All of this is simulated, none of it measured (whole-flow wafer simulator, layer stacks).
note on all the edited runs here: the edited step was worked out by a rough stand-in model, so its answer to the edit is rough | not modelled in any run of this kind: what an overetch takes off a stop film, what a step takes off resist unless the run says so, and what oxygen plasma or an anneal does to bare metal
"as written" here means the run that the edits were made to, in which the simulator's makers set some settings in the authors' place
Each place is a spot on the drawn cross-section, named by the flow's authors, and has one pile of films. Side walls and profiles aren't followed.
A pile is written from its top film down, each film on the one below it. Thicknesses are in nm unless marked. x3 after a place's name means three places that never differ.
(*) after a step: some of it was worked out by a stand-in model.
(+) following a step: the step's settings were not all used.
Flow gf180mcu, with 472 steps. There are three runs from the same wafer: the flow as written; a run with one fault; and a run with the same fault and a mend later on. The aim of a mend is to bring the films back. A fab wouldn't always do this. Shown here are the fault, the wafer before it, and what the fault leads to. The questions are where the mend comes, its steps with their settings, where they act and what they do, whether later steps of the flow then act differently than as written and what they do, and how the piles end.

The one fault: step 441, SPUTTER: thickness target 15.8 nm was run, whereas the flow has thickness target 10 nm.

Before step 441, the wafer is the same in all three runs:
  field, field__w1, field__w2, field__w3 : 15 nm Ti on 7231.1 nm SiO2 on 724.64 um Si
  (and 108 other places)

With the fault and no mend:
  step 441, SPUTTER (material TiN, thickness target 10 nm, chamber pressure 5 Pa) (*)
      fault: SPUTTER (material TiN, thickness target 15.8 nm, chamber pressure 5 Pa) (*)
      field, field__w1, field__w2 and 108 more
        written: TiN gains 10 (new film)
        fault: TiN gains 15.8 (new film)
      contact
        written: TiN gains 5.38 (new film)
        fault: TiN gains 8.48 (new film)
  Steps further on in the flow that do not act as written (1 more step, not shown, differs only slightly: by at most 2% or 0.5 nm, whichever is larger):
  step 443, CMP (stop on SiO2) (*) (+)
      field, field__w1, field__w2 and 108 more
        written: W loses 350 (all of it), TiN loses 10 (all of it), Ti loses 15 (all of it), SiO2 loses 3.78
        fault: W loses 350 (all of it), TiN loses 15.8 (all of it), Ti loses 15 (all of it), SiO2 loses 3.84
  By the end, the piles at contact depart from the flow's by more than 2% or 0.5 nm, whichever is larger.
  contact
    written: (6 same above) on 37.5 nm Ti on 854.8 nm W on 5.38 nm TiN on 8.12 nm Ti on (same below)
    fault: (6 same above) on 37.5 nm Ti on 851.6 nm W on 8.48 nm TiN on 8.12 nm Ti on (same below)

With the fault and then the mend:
  The mend follows step 441.
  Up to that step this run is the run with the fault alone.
  step 441a, METAL ETCH (chemistry Cl2/BCl3, etches TiN, AlCu, Ti, depth target 5.8 nm, Cl2 flow 80 sccm, BCl3 flow 40 sccm, ICP power 800 W, bias power 140 W, pressure 8 mTorr) (the flow's step 260, run once more with other settings)
      field, field__w1, field__w2 and 109 more
        TiN loses 5.8
  Later steps of the flow that are run all act as written at every place that is followed, up to a difference of at most 2% or 0.5 nm, whichever is larger.
  By the end, the piles at contact depart from the flow's by more than 2% or 0.5 nm, whichever is larger.
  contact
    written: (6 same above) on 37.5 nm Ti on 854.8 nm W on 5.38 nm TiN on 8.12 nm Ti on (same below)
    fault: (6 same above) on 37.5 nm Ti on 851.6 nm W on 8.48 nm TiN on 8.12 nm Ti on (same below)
    mend: (6 same above) on 37.5 nm Ti on 857.5 nm W on 2.68 nm TiN on 8.12 nm Ti on (same below)
